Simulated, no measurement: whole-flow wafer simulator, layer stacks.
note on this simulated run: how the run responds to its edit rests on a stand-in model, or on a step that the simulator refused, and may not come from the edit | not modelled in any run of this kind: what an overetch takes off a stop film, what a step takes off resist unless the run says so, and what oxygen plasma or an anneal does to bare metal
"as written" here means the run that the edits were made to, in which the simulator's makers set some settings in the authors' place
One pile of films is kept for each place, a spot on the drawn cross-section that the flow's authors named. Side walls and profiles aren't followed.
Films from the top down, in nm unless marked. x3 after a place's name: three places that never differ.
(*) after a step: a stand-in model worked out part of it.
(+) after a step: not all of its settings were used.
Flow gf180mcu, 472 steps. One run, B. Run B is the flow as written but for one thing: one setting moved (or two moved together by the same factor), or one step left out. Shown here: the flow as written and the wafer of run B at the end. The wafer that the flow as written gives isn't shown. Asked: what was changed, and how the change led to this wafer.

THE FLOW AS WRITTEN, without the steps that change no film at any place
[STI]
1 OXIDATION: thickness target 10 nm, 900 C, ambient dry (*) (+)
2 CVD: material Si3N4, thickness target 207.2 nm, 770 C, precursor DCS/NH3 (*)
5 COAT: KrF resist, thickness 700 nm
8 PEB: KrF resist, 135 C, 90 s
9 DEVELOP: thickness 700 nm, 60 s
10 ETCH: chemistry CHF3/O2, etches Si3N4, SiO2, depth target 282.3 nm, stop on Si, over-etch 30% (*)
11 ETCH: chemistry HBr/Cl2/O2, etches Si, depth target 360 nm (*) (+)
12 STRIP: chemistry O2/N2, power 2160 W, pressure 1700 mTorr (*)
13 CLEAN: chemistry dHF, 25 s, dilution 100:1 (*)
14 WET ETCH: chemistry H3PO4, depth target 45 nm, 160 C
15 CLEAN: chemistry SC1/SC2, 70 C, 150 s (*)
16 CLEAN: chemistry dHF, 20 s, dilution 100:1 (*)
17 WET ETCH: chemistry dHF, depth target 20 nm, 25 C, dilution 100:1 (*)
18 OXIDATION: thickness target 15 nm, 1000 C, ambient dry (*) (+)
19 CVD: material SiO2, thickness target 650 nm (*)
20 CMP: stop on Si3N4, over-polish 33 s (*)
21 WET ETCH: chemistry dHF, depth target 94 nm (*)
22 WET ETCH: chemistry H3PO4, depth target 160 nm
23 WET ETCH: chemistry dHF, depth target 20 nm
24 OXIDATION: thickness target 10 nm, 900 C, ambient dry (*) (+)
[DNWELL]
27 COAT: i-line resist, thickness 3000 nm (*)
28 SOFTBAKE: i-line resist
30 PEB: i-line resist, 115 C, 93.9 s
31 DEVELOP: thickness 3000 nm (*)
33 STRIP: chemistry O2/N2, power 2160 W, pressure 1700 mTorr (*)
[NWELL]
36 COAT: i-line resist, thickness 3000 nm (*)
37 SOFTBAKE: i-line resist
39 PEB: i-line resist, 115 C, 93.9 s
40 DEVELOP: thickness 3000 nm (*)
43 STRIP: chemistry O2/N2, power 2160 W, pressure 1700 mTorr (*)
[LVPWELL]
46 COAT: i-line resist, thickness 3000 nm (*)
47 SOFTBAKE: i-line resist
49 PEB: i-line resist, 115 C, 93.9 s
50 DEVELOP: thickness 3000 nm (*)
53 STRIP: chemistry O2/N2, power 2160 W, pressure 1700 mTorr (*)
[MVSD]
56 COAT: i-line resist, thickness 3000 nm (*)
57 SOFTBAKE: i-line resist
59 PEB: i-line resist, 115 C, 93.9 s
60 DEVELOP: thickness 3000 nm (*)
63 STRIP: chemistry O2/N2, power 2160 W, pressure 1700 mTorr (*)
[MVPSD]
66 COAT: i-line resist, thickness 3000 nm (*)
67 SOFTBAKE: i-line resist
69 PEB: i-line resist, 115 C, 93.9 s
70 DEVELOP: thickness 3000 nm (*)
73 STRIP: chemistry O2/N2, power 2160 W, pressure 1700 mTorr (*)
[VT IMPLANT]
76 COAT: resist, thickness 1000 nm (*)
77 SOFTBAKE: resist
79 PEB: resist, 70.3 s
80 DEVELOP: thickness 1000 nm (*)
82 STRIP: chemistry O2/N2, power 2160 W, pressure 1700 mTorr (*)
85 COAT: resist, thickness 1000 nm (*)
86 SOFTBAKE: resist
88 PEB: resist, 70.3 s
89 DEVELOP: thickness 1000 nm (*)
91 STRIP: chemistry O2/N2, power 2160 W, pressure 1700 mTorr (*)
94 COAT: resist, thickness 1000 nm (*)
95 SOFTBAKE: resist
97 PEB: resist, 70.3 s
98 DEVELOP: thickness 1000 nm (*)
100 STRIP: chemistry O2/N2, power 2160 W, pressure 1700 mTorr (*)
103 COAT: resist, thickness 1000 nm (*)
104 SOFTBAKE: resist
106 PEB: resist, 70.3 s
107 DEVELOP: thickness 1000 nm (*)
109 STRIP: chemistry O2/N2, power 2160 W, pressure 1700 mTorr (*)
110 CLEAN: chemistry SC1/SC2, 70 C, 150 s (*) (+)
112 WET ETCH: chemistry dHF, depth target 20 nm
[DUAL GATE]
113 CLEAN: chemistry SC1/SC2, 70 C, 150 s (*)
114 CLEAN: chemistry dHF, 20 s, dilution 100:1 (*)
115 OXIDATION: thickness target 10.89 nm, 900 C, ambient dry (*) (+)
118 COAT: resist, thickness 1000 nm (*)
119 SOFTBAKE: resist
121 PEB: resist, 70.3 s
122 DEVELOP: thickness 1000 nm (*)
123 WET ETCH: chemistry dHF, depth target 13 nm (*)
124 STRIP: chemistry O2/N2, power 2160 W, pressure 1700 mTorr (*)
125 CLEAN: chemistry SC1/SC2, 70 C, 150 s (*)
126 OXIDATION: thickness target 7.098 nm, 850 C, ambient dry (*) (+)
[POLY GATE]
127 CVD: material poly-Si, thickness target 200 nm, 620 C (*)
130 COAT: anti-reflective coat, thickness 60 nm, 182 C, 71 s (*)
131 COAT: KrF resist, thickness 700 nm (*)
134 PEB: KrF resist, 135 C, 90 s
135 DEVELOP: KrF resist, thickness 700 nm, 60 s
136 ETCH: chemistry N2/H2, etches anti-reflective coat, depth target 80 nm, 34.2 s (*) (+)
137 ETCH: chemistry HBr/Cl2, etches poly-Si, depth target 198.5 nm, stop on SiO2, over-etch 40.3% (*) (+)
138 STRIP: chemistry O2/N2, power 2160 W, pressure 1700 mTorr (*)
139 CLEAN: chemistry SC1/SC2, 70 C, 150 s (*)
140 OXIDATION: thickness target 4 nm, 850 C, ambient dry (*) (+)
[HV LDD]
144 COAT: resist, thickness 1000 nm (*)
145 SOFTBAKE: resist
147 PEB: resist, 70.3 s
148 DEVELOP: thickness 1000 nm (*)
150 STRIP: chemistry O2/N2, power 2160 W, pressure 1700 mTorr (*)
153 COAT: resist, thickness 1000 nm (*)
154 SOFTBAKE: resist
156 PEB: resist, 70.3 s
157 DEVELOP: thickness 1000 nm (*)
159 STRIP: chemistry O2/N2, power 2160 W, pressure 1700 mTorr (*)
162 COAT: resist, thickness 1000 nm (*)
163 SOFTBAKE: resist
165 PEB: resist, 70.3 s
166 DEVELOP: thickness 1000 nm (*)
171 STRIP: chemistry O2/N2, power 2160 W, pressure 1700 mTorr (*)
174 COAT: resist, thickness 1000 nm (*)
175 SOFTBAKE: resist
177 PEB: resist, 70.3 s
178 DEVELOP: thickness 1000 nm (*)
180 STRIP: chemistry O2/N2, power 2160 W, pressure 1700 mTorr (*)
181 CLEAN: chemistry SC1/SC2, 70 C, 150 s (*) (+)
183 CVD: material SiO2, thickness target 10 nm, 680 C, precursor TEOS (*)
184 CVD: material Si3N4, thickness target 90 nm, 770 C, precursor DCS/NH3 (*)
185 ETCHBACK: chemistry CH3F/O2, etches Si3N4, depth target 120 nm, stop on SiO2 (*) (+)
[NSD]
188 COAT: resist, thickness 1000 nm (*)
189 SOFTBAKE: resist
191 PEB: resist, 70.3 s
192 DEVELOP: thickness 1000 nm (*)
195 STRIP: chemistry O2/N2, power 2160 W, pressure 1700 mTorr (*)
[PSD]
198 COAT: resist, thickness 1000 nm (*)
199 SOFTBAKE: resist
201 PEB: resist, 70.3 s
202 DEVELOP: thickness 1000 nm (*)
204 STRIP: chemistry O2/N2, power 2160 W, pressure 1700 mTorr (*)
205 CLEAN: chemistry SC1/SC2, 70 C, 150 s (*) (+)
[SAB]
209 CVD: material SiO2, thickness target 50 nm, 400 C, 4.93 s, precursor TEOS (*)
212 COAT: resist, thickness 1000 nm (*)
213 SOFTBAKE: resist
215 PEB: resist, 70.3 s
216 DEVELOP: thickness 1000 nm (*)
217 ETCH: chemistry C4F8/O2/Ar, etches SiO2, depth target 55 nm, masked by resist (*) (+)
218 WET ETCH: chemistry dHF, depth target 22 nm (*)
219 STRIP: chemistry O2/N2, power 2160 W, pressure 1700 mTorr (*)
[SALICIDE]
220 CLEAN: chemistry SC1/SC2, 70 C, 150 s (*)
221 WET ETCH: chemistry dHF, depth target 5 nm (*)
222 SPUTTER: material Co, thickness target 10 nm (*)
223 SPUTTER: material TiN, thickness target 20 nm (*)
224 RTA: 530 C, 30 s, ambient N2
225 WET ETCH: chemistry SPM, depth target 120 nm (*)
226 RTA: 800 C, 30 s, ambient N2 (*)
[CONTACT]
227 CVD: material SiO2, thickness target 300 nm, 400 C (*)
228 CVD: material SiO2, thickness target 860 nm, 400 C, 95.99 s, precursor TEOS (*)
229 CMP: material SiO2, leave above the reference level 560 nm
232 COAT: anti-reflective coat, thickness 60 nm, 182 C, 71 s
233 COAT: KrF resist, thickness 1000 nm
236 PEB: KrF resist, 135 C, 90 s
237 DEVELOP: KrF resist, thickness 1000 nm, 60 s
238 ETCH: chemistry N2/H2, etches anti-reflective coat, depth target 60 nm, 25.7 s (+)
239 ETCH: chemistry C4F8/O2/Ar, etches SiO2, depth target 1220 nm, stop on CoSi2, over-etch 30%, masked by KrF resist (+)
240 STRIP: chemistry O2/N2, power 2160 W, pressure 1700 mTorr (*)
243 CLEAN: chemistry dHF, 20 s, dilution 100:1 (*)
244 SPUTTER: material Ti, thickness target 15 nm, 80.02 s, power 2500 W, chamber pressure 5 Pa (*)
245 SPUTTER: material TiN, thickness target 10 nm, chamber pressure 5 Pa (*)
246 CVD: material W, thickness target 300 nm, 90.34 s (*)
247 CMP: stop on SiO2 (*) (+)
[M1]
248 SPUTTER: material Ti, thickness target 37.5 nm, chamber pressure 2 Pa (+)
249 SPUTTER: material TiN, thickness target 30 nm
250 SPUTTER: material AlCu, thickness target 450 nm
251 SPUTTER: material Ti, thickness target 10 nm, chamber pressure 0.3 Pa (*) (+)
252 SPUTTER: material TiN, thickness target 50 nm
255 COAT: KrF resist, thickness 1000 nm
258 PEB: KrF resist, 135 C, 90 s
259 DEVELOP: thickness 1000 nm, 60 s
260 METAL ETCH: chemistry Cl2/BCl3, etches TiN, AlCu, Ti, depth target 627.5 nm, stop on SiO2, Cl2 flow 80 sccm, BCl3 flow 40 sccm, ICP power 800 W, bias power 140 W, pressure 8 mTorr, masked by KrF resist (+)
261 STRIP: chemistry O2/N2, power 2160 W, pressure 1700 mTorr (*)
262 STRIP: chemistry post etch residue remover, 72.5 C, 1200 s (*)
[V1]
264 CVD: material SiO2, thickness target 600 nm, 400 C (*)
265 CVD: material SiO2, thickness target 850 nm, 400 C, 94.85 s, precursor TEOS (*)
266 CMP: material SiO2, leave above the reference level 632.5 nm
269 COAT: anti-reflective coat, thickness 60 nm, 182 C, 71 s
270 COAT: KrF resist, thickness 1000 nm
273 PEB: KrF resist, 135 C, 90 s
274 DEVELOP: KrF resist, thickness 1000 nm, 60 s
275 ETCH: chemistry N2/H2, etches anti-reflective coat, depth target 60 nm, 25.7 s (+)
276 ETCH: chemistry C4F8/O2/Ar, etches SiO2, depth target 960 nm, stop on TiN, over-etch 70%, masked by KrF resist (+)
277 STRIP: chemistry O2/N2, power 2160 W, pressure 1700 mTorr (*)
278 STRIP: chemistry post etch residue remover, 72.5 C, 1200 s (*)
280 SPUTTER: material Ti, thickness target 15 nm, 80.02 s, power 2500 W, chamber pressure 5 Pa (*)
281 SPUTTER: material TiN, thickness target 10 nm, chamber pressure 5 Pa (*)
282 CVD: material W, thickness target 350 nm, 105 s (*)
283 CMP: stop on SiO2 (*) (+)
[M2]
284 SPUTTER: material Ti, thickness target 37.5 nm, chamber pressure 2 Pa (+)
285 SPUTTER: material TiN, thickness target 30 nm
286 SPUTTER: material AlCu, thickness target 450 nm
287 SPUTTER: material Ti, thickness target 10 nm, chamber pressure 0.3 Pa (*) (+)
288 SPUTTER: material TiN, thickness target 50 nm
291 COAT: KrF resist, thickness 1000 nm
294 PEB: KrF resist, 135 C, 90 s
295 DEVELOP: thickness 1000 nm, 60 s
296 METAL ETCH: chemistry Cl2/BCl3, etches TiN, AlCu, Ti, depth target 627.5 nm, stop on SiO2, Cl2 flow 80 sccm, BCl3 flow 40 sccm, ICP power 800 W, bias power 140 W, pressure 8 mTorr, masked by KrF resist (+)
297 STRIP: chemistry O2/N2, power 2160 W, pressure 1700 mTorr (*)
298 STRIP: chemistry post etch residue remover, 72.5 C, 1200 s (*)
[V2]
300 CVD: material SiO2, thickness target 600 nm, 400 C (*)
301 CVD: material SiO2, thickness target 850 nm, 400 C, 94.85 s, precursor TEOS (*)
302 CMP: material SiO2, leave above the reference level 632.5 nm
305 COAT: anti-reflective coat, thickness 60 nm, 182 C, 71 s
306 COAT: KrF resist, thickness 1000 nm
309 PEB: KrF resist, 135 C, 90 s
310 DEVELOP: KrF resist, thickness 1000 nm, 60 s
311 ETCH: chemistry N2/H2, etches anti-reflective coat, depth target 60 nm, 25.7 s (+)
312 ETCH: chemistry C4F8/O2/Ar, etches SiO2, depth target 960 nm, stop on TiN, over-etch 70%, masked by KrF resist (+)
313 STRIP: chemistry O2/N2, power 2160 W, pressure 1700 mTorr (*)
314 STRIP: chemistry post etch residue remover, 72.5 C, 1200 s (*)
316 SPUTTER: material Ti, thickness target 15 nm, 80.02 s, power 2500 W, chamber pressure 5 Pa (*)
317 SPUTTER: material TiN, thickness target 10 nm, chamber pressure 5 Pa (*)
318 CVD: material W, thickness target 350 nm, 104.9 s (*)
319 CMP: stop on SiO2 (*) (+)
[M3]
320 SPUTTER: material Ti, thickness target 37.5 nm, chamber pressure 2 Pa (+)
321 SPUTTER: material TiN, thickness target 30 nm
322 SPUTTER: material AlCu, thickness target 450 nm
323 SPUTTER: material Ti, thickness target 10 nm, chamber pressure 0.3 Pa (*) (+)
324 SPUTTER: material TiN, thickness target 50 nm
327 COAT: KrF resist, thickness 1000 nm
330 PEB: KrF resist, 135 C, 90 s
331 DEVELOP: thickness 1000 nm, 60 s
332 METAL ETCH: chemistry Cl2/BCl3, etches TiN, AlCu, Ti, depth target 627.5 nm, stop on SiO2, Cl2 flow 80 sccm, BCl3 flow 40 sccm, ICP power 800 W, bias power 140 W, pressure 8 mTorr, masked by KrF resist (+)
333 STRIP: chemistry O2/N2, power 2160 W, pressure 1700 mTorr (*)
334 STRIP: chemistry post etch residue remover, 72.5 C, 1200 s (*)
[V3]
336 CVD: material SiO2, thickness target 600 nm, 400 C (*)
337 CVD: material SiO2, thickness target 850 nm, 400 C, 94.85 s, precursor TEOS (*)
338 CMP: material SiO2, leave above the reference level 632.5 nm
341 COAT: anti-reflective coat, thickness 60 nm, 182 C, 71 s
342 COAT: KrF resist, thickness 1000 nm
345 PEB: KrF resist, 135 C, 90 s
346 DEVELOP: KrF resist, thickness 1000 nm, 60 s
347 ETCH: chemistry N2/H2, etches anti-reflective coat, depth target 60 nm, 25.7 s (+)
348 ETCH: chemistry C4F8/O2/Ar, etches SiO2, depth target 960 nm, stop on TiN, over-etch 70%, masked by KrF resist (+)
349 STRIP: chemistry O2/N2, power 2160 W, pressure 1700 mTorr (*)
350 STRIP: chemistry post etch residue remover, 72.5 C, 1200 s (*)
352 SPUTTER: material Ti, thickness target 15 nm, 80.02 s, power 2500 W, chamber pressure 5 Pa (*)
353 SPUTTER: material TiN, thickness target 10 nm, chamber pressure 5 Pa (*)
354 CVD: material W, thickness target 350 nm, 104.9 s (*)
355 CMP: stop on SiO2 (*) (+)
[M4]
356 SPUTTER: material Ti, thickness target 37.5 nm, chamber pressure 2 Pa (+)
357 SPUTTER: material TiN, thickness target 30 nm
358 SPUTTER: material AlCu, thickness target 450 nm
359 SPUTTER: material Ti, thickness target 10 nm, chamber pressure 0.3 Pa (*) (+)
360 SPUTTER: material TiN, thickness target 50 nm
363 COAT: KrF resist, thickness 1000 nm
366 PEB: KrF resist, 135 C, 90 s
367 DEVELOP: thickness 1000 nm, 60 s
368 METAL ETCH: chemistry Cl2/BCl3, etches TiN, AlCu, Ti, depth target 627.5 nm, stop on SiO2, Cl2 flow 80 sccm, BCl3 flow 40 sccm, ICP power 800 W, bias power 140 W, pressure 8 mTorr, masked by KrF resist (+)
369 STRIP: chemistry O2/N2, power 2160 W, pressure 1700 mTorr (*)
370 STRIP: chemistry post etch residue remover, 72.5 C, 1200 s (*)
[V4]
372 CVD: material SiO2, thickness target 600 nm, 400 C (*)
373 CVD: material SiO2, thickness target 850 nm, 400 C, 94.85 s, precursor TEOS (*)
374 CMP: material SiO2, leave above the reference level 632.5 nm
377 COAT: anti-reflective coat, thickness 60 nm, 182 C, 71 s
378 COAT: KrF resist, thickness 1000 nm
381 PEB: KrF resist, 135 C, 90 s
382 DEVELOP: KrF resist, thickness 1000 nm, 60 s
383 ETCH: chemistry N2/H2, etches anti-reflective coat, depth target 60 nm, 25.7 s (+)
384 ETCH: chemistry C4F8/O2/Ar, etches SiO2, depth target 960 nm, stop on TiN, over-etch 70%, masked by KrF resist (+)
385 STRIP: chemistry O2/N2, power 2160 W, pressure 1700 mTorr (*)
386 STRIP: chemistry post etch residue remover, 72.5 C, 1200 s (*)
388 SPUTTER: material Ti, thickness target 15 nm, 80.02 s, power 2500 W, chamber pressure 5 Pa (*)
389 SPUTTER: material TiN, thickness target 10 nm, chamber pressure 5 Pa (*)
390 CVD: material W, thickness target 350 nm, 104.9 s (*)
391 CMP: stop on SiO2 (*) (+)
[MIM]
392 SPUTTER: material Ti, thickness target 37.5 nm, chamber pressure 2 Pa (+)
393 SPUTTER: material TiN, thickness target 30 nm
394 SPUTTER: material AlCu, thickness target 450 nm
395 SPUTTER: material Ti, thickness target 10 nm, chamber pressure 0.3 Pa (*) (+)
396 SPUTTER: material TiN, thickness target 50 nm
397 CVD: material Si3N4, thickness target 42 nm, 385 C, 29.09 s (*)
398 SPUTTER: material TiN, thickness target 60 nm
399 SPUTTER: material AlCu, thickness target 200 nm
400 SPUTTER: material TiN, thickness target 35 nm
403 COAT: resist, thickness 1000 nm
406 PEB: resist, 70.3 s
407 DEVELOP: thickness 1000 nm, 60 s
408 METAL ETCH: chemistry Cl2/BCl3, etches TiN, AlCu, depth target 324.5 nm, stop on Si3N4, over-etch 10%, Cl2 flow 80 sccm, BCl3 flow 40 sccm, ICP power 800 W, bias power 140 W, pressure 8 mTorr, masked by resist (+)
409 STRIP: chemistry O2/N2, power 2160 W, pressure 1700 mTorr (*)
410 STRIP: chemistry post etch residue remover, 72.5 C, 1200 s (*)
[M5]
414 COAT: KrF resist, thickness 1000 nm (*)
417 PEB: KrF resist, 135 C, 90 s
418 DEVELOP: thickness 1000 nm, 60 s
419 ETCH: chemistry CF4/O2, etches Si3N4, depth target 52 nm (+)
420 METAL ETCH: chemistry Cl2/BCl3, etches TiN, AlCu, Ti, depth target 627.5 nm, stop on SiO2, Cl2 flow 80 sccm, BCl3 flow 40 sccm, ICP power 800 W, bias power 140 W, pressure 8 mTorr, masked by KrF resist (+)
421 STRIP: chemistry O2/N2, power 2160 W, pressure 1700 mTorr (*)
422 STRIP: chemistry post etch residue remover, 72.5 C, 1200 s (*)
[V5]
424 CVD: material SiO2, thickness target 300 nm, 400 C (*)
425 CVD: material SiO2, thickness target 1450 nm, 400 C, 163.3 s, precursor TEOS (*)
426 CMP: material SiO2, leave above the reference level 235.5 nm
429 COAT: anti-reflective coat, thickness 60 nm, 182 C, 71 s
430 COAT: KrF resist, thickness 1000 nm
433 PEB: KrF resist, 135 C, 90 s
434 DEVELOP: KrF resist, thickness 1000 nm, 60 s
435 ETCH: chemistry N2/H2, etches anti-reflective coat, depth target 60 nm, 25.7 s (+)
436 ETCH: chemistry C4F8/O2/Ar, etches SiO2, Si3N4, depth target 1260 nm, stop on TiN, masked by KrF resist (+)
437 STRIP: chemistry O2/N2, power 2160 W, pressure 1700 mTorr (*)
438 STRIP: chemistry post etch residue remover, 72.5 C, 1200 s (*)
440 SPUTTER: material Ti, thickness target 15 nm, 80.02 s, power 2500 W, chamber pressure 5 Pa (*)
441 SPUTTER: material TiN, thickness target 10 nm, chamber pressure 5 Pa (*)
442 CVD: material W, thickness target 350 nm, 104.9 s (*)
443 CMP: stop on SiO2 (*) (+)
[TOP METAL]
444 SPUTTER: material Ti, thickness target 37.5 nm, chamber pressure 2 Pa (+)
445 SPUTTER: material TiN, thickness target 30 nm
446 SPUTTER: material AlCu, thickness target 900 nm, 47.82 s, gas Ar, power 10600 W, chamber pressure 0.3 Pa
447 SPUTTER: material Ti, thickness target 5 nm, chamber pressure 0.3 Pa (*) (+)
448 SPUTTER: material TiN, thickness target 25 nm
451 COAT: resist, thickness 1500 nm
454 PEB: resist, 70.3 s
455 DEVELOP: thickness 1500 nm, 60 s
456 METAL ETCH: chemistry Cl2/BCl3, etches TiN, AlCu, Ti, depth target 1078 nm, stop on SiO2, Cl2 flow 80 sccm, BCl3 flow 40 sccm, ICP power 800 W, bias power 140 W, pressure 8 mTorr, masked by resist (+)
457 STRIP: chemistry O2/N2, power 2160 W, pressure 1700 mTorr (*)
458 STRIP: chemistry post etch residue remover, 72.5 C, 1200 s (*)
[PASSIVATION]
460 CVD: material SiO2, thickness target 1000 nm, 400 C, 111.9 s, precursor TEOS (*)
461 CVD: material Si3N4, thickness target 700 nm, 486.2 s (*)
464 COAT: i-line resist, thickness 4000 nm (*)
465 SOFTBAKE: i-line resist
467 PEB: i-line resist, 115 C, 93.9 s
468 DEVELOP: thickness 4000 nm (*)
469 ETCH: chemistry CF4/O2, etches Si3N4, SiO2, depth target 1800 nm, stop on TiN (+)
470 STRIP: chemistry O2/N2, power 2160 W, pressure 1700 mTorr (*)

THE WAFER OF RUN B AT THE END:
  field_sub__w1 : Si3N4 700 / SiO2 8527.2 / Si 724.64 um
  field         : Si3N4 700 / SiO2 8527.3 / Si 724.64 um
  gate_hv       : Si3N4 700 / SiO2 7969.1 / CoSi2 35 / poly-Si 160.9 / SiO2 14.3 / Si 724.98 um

The cause: step 374, CMP: leave above the reference level 993 nm was run, where the flow has leave above the reference level 632.5 nm.

How the change led to this, step by step:
  374 CMP: material SiO2, leave above the reference level 632.5 nm
      field, field__w1, field__w2 and 103 more: nothing (as written it would be: SiO2 -300)
      field__w8, contact, m1, m1__w1, m1_nw: SiO2 -516.6 (as written it would be: SiO2 -877.1)
  377 COAT: anti-reflective coat, thickness 60 nm, 182 C, 71 s
      field: anti-reflective coat +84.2 (new film) (as written it would be: anti-reflective coat +60 (new film))
      field__w8: anti-reflective coat +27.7 (new film) (as written it would be: anti-reflective coat +60 (new film))
      (and at 11 more places)
  378 COAT: KrF resist, thickness 1000 nm
      contact: KrF resist +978 (new film) (as written it would be: KrF resist +1000 (new film))
      m1: KrF resist +975.6 (new film) (as written it would be: KrF resist +1000 (new film))
      (and at 3 more places)
  382 DEVELOP: KrF resist, thickness 1000 nm, 60 s
      contact: KrF resist -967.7 (all of it) (as written it would be: KrF resist -989.5 (all of it))
  383 ETCH: chemistry N2/H2, etches anti-reflective coat, depth target 60 nm, 25.7 s (+)
      contact: anti-reflective coat -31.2 (all of it), SiO2 -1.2 (as written it would be: anti-reflective coat -60 (all of it), SiO2 -0.46)
  384 ETCH: chemistry C4F8/O2/Ar, etches SiO2, depth target 960 nm, stop on TiN, over-etch 70%, masked by KrF resist (+)
      contact: SiO2 -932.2 (all of it) (as written it would be: SiO2 -572.5 (all of it))
  385 STRIP: chemistry O2/N2, power 2160 W, pressure 1700 mTorr (*)
      field: KrF resist -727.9 (all of it), anti-reflective coat -84.2 (all of it) (as written it would be: KrF resist -739.2 (all of it), anti-reflective coat -60 (all of it))
      field__w8: KrF resist -732.6 (all of it), anti-reflective coat -27.7 (all of it) (as written it would be: KrF resist -739.2 (all of it), anti-reflective coat -60 (all of it))
      (and at 12 more places)
  388 SPUTTER: material Ti, thickness target 15 nm, 80.02 s, power 2500 W, chamber pressure 5 Pa (*)
      contact: Ti +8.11 (new film) (as written it would be: Ti +9.65 (new film))
  389 SPUTTER: material TiN, thickness target 10 nm, chamber pressure 5 Pa (*)
      contact: TiN +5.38 (new film) (as written it would be: TiN +6.4 (new film))
  390 CVD: material W, thickness target 350 nm, 104.9 s (*)
      contact: W +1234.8 (new film) (as written it would be: W +932.3 (new film))
  391 CMP: stop on SiO2 (*) (+)
      field__w8, m1, m1__w1, m1_nw: W -350 (all of it), TiN -10 (all of it), Ti -15 (all of it), SiO2 -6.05 (as written it would be: W -350 (all of it), TiN -10 (all of it), Ti -15 (all of it), SiO2 -3.78)
  403 COAT: resist, thickness 1000 nm
      field__w8: resist +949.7 (new film) (as written it would be: resist +1000 (new film))
      m1: resist +949.2 (new film) (as written it would be: resist +1000 (new film))
      (and at 2 more places)
  404 SOFTBAKE: resist
      nw_enc_fld_lv__w3, polyc_p: resist +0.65 (as written it would be: nothing)
      field: resist -0.69 (as written it would be: nothing)
      (and at 14 more places)
  406 PEB: resist, 70.3 s
      field__w8, m1, m1__w1: resist -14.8 (as written it would be: resist -15.9)
      m1_nw: resist -15.1 (as written it would be: resist -15.9)
  407 DEVELOP: thickness 1000 nm, 60 s
      field__w8: resist -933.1 (all of it) (as written it would be: resist -984.1 (all of it))
      m1: resist -932.3 (all of it) (as written it would be: resist -984.1 (all of it))
      (and at 2 more places)
  414 COAT: KrF resist, thickness 1000 nm (*)
      field__w8: KrF resist +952 (new film) (as written it would be: KrF resist +1000 (new film))
      m1: KrF resist +952 (new film) (as written it would be: KrF resist +1000.5 (new film))
      (and at 2 more places)
  ... 1 more step ...
  426 CMP: material SiO2, leave above the reference level 235.5 nm
      field__w8, m1, m1__w1, m1_nw: SiO2 -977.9 (as written it would be: SiO2 -919.6)
